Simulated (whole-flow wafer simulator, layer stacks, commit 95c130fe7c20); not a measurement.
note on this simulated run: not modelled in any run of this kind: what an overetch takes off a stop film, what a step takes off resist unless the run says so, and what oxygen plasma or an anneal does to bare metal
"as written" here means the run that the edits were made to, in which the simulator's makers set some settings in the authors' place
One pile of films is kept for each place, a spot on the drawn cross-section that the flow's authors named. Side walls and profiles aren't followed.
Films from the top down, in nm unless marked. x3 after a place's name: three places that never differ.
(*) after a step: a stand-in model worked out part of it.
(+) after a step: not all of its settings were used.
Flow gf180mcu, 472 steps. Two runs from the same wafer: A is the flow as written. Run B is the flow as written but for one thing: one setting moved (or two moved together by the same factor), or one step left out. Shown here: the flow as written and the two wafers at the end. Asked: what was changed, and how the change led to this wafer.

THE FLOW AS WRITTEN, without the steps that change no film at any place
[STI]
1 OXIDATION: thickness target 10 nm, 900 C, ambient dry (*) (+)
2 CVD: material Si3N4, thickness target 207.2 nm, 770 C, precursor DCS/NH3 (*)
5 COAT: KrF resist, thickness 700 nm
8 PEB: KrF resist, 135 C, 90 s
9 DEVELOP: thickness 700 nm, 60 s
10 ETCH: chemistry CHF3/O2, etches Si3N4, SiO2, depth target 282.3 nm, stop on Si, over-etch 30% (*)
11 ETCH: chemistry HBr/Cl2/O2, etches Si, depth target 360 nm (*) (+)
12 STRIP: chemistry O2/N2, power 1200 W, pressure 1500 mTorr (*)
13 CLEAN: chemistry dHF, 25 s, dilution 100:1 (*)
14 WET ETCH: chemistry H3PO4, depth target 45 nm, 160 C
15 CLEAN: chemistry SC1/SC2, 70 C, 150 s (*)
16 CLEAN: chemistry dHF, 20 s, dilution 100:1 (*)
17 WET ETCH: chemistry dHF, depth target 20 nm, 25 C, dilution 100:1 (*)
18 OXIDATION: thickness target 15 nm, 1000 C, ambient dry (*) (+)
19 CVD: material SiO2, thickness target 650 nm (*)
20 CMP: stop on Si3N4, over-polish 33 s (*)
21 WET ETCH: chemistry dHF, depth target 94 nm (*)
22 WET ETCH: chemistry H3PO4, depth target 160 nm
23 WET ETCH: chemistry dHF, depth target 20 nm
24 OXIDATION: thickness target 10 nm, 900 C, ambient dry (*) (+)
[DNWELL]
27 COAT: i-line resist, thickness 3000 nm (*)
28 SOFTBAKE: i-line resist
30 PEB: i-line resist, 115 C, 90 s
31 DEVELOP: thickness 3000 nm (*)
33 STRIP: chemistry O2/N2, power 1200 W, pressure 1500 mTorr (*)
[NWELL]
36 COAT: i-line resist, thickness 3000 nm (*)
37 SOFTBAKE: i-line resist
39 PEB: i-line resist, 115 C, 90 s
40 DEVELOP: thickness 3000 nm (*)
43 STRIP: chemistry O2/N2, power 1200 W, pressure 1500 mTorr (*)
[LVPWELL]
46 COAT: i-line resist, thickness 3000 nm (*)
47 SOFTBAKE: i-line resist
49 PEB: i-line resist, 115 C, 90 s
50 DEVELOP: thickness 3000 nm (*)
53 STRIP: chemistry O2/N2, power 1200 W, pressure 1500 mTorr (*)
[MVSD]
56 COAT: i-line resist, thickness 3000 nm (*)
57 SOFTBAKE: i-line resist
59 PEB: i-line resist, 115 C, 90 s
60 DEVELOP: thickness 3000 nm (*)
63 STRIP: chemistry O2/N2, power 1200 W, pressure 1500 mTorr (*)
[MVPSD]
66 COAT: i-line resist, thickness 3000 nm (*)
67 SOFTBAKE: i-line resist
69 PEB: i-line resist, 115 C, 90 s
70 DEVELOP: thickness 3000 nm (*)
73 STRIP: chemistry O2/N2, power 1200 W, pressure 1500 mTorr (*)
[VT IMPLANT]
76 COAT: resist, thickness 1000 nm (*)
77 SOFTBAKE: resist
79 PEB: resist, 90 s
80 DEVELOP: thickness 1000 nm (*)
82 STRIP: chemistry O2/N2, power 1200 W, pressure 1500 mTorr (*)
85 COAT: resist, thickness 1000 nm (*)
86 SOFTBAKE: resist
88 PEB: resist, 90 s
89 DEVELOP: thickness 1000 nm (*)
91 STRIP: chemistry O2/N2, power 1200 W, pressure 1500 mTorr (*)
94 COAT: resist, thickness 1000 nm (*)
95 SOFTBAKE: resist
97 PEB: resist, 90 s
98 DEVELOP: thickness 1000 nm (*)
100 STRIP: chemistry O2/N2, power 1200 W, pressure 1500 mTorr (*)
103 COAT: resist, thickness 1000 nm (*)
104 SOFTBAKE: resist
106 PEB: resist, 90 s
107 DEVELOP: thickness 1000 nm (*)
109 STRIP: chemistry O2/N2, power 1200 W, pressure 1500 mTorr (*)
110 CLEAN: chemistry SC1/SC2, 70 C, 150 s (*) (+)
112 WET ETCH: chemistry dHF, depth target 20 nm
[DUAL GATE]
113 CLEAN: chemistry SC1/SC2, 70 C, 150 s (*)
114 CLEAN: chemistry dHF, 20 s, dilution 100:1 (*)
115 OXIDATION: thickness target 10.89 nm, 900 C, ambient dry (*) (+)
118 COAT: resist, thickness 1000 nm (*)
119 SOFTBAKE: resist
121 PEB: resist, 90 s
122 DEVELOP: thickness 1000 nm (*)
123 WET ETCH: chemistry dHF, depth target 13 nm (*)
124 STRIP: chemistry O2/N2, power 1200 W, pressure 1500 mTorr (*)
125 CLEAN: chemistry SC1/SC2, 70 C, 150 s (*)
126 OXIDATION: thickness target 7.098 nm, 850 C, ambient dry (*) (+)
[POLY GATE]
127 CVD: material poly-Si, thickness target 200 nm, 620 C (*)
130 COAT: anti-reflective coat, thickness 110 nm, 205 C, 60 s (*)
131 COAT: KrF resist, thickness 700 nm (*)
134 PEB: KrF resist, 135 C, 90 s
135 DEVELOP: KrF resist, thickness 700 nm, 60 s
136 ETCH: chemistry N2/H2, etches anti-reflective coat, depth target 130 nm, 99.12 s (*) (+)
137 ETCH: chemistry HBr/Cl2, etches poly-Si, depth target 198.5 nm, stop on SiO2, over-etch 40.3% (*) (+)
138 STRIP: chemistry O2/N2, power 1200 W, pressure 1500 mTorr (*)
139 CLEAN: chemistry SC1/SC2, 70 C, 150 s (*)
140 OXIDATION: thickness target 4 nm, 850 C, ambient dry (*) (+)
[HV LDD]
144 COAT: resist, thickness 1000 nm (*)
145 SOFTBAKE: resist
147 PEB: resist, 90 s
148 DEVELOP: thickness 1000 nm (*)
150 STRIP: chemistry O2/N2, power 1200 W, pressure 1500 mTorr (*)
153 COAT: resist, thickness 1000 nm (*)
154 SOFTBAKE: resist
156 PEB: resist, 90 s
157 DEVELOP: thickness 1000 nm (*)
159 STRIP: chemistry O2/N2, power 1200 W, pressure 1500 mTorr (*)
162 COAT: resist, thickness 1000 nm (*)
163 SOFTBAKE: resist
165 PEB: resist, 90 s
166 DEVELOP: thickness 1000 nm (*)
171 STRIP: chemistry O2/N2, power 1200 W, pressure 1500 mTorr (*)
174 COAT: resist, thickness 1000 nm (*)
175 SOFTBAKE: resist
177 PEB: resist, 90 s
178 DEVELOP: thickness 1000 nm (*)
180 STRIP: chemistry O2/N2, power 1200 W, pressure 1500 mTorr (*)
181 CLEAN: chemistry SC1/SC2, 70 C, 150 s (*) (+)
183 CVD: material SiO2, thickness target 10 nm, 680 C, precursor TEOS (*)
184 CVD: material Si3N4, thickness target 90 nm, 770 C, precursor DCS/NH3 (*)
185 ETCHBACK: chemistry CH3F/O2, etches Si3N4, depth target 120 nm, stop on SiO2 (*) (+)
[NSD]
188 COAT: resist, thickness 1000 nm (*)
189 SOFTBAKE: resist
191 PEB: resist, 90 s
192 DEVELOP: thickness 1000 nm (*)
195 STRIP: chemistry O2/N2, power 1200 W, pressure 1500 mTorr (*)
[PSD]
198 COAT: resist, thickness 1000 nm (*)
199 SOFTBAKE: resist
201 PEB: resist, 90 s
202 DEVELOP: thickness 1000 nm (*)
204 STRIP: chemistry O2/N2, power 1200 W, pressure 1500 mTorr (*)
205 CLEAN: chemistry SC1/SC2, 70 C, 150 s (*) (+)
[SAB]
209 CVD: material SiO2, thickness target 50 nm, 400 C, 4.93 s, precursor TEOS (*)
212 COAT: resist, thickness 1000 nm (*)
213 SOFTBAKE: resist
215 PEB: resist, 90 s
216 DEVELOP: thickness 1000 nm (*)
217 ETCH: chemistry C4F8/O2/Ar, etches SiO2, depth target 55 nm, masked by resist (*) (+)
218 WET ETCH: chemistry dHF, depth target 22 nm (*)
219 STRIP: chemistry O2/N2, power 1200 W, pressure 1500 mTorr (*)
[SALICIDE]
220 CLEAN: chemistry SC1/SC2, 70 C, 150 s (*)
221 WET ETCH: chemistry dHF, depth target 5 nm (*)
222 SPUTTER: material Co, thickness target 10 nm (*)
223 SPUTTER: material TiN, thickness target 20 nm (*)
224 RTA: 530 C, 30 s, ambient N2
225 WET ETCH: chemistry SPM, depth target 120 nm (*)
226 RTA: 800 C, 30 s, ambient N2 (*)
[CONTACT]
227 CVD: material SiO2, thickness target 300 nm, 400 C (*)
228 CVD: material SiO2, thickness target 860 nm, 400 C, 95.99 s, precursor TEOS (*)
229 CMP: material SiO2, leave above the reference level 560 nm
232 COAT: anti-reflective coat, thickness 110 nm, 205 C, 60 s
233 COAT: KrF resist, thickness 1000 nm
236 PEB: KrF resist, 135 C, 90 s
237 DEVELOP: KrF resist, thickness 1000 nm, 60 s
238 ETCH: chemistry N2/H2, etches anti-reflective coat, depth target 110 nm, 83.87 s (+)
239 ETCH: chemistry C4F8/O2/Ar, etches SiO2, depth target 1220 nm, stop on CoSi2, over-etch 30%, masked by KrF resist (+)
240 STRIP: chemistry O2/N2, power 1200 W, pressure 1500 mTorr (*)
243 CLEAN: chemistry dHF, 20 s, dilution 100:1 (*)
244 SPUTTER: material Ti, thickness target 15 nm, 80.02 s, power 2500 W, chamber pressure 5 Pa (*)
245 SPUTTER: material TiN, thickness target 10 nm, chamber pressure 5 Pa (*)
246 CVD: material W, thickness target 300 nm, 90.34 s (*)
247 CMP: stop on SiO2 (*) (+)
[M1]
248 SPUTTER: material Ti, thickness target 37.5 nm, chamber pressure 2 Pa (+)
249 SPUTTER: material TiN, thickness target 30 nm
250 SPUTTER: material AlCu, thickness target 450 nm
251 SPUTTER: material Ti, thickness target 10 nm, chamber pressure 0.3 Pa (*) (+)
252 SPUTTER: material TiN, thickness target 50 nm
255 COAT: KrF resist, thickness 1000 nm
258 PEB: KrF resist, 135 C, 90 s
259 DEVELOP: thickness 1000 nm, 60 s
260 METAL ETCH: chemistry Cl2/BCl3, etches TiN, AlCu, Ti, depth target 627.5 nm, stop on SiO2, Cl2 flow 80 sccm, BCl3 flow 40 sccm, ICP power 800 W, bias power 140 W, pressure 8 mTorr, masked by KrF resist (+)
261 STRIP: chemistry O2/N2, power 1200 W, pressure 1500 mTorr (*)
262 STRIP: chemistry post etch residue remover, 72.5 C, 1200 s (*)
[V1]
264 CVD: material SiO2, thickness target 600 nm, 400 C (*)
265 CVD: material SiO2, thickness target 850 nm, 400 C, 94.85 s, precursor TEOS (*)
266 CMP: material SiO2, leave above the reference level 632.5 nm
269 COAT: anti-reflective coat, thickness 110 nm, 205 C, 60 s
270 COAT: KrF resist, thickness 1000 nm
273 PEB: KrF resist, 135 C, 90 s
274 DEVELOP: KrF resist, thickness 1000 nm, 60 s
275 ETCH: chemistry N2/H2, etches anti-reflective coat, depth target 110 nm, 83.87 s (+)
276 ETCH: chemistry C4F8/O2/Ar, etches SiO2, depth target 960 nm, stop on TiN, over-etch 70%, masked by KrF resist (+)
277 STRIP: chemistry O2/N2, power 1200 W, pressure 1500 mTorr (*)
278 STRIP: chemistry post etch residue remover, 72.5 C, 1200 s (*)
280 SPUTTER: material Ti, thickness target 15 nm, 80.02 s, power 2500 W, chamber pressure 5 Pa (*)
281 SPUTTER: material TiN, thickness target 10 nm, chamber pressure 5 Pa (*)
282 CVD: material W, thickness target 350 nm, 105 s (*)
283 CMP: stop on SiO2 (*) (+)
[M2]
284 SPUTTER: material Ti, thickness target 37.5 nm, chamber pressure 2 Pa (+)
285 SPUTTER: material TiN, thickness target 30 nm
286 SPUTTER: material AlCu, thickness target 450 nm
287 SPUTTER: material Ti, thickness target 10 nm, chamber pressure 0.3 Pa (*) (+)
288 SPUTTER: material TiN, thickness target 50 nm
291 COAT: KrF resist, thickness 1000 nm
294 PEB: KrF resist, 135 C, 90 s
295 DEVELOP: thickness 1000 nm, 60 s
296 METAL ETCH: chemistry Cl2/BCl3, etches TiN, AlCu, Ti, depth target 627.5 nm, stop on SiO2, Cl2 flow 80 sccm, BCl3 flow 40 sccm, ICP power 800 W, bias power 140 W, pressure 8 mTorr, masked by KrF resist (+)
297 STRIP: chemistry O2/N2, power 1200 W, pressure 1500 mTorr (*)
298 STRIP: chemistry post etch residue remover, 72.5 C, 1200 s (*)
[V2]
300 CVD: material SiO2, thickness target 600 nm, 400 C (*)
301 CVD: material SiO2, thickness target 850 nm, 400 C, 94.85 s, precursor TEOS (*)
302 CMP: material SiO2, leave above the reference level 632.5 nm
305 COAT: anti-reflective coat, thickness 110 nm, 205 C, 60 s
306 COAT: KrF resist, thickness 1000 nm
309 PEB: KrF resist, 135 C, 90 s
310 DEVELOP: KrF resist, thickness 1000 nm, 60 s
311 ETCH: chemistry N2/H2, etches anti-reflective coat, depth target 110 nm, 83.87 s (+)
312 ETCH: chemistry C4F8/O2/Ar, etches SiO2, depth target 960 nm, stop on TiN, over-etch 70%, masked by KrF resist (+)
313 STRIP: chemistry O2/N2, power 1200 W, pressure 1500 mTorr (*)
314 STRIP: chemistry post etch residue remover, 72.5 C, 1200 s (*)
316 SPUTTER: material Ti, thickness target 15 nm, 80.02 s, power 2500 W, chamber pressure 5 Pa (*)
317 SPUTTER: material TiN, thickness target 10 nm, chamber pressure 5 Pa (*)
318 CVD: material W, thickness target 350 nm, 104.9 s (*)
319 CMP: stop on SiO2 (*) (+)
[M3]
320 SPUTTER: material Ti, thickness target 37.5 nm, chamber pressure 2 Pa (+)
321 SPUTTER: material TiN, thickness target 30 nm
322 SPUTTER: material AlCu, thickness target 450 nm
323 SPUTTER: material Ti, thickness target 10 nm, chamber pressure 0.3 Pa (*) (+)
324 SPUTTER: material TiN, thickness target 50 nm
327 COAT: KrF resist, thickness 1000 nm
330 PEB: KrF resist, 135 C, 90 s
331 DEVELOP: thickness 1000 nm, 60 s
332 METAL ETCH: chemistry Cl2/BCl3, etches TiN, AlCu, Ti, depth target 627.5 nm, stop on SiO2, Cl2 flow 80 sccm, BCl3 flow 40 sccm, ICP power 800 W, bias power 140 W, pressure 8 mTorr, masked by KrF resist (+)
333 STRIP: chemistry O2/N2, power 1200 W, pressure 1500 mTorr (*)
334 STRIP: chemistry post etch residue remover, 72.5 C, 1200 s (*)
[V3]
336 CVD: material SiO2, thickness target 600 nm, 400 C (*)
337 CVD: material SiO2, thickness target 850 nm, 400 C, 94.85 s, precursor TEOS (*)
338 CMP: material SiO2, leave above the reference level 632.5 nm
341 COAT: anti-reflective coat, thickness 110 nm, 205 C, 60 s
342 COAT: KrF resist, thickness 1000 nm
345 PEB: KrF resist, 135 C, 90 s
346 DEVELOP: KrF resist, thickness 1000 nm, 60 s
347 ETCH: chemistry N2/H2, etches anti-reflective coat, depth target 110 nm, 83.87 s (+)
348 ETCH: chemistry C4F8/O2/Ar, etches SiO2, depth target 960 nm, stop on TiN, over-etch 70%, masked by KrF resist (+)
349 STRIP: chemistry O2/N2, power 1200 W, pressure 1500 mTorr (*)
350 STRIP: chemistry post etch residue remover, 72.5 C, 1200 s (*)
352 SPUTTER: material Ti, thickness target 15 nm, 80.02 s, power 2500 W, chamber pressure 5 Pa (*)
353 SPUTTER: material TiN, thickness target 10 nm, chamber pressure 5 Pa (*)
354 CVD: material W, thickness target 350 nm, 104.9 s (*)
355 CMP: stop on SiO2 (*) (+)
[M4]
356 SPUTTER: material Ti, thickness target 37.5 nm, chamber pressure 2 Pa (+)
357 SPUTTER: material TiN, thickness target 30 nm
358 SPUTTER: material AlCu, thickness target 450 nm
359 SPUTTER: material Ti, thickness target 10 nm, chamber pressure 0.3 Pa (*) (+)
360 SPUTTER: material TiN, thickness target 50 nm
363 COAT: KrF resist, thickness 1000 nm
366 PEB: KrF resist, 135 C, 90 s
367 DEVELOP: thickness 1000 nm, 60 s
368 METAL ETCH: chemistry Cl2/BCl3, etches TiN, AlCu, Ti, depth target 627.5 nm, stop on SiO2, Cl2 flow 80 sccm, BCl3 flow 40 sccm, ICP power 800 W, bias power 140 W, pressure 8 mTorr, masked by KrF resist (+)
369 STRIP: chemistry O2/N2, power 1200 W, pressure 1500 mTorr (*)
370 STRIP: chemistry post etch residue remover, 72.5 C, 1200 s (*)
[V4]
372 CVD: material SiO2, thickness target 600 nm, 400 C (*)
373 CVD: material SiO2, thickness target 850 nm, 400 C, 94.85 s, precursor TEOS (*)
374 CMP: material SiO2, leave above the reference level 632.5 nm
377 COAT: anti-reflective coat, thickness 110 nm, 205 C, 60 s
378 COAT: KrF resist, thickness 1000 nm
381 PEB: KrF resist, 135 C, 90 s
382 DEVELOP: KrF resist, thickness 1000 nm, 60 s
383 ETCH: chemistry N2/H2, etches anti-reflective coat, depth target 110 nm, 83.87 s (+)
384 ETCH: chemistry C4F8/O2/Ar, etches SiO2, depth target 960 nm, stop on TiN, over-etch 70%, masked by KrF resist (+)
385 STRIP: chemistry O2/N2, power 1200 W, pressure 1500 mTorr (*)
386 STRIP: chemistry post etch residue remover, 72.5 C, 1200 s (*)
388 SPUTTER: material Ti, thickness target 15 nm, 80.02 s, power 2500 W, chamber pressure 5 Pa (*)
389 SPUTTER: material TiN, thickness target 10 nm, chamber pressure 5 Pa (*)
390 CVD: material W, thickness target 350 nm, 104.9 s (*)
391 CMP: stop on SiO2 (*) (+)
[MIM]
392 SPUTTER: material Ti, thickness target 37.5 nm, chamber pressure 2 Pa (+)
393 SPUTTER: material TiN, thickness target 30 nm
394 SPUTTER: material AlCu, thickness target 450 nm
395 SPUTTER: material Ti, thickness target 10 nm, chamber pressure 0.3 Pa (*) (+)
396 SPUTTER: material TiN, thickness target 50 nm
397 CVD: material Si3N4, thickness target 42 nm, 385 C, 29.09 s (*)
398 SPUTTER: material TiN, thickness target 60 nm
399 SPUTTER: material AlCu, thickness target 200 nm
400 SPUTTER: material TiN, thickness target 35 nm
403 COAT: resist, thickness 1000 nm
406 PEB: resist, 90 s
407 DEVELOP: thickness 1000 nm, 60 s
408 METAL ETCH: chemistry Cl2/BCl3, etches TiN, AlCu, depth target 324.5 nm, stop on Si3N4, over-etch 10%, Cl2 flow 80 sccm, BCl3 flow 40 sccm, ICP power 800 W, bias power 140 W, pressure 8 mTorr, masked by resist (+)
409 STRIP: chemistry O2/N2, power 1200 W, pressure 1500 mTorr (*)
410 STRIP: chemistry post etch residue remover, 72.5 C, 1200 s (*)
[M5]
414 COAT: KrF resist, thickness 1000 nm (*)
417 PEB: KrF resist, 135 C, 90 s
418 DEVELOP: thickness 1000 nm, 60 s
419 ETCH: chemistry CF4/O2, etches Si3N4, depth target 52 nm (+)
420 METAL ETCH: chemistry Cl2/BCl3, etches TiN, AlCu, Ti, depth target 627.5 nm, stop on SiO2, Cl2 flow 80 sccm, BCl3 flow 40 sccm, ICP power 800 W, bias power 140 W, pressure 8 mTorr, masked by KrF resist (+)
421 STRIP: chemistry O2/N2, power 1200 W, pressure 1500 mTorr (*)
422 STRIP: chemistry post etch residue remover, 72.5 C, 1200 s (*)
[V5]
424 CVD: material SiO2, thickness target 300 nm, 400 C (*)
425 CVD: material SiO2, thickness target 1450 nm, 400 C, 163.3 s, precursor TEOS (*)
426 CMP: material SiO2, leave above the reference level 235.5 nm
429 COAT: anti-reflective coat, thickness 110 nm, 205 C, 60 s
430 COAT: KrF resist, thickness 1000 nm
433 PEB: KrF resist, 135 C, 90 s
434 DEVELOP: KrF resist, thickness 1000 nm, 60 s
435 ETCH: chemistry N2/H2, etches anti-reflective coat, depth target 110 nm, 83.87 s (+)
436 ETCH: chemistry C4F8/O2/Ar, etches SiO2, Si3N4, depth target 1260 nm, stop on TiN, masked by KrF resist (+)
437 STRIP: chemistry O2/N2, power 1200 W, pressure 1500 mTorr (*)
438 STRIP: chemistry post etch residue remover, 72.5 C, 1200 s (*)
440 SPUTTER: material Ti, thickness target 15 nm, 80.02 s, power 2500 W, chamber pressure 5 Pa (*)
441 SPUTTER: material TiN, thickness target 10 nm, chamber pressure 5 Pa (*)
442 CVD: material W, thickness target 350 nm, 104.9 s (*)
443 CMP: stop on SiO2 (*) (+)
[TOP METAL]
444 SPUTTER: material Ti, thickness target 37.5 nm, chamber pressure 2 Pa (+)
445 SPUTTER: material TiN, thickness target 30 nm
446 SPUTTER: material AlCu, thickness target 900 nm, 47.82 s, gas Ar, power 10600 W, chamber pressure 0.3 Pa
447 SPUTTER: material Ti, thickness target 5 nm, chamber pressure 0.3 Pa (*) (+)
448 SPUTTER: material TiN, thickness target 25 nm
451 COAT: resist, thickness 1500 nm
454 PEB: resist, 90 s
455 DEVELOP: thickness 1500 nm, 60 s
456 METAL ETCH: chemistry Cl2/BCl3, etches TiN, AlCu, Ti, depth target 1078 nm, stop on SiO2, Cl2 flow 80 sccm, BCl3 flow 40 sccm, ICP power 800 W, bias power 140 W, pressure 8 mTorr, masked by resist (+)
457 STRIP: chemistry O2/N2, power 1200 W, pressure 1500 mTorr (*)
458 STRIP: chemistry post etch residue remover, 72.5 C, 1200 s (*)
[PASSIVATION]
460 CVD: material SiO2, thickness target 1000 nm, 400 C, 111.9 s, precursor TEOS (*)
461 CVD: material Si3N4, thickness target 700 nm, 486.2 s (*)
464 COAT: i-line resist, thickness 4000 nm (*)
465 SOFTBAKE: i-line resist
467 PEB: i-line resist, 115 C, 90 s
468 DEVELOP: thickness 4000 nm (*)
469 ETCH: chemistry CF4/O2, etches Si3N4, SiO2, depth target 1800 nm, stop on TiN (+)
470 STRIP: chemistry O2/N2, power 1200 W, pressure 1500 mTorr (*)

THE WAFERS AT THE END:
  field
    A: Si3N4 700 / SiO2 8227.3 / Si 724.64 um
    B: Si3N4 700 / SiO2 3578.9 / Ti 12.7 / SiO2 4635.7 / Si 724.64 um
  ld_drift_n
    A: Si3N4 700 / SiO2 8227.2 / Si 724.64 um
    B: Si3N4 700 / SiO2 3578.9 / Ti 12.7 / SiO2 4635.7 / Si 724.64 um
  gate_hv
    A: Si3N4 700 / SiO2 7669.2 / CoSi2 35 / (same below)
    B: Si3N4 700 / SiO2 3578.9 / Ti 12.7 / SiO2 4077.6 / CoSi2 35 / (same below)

The cause: step 368, METAL ETCH: depth target 564.8 nm was run, where the flow has depth target 627.5 nm.

How the change led to this, step by step:
  368 METAL ETCH: chemistry Cl2/BCl3, etches TiN, AlCu, Ti, depth target 627.5 nm, stop on SiO2, Cl2 flow 80 sccm, BCl3 flow 40 sccm, ICP power 800 W, bias power 140 W, pressure 8 mTorr, masked by KrF resist (+)
      field, field__w1, field__w2 and 103 more: A TiN -50 (all of it), Ti -10 (all of it), AlCu -450 (all of it), TiN -30 (all of it), Ti -37.5 (all of it) | B TiN -50 (all of it), Ti -10 (all of it), AlCu -450 (all of it), TiN -30 (all of it), Ti -24.8
      field__w8, contact, m1, m1__w1, m1_nw: A KrF resist -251 | B KrF resist -225.9
  369 STRIP: chemistry O2/N2, power 1200 W, pressure 1500 mTorr (*)
      field__w8, contact, m1, m1__w1, m1_nw: A KrF resist -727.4 (all of it) | B KrF resist -752.5 (all of it)
  372 CVD: material SiO2, thickness target 600 nm, 400 C (*)
      field, field__w1, field__w2 and 103 more: A SiO2 +600 | B SiO2 +600 (new film)
  374 CMP: material SiO2, leave above the reference level 632.5 nm
      field, field__w1, field__w2 and 103 more: A SiO2 -300 | B SiO2 -312.7
Counting metal films that touch as one body, field has 1 body; the flow as written gives 0 bodies.
Counting metal films that touch as one body, ld_drift_n has 1 body; the flow as written gives 0 bodies.
Counting metal films that touch as one body, gate_hv has 2 bodies (between them, from the top down: SiO2 4077.6); the flow as written gives 1 body.
